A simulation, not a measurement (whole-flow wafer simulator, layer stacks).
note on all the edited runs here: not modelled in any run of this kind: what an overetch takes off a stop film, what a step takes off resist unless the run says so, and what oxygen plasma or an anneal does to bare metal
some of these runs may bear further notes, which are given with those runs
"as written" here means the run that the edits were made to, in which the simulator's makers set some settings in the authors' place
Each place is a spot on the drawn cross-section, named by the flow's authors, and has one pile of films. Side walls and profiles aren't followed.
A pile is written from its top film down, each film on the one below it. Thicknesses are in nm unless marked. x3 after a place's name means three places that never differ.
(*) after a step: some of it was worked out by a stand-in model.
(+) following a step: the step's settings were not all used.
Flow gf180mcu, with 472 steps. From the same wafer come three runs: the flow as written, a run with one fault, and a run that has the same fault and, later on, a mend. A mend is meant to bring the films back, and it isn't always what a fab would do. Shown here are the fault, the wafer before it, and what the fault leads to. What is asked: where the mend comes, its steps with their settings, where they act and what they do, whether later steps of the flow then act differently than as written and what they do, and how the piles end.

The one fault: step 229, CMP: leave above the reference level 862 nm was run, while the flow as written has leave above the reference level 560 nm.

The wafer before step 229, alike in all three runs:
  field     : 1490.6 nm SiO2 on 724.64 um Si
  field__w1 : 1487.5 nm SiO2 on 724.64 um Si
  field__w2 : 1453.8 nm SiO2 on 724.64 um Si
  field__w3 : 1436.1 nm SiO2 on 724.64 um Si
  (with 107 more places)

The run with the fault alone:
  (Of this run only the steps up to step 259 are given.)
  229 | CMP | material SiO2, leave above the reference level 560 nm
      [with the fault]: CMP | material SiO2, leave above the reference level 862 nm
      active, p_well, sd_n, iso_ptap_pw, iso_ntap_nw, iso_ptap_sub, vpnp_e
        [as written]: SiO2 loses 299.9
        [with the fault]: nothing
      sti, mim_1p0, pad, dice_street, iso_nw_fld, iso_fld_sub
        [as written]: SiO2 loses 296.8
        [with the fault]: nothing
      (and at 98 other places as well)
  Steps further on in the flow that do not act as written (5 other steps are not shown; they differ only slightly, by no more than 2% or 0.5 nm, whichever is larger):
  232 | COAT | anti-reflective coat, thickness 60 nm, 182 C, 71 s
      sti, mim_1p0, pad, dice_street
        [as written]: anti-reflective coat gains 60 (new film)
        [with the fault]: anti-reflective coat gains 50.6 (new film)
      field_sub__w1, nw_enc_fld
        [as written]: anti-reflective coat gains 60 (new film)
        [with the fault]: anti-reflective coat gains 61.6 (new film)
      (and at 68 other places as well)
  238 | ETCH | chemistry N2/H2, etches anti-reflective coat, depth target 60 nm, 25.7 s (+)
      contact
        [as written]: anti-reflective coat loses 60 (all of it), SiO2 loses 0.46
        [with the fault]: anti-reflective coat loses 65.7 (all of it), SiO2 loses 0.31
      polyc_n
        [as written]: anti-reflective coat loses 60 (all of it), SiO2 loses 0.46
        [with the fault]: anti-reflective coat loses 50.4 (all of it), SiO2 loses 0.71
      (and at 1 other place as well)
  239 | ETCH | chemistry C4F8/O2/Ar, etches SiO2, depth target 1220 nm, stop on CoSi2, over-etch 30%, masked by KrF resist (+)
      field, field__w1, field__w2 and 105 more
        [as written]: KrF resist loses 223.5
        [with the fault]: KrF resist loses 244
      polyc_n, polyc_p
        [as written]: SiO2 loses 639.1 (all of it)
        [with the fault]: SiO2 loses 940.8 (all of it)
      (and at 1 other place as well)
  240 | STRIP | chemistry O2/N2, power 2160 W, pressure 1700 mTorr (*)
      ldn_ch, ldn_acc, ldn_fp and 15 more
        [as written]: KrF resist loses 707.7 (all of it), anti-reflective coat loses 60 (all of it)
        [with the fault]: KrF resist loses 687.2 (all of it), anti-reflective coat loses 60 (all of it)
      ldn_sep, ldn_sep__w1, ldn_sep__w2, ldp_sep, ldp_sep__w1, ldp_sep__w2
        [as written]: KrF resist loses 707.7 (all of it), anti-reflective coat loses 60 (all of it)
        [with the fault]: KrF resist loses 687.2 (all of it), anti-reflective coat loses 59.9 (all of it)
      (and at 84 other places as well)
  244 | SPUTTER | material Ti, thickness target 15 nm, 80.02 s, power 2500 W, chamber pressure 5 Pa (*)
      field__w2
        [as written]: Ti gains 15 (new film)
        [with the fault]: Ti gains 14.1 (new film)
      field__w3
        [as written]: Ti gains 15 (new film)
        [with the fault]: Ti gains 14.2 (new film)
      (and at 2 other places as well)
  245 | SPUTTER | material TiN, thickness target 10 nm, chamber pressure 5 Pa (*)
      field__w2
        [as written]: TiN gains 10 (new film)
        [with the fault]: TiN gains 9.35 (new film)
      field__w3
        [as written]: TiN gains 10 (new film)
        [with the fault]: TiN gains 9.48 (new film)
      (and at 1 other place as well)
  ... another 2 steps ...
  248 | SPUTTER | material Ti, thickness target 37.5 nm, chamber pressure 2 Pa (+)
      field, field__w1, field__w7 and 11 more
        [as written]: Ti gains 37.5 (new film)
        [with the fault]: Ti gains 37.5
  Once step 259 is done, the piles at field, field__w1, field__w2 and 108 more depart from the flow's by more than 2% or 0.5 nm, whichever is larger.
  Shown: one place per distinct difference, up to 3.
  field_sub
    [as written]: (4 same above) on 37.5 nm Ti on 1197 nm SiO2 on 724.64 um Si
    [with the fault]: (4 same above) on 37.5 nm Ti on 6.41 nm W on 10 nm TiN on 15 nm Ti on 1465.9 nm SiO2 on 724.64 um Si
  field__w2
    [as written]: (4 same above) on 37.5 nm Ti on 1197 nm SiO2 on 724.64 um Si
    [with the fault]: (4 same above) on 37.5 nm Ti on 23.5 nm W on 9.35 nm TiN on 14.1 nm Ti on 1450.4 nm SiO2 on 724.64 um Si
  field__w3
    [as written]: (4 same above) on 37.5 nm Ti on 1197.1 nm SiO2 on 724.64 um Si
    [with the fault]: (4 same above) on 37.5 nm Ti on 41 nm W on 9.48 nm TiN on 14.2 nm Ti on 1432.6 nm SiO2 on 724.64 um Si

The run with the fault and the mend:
  The mend follows step 229.
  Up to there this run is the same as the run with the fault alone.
  229a | CMP | material SiO2, leave above the reference level 560 nm (the flow's step 229, run once more)
      field__w5, field__w9, field__w13 and 57 more
        SiO2 loses 302
      active, p_well, sd_n, iso_ptap_pw, iso_ntap_nw, iso_ptap_sub, vpnp_e
        SiO2 loses 299.9
      sti, mim_1p0, pad, dice_street, iso_nw_fld, iso_fld_sub
        SiO2 loses 296.8
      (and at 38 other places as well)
  None of the later steps of the flow acts differently than as written at any place that is followed.
  At every place that both follow, the piles at the end match the flow's.
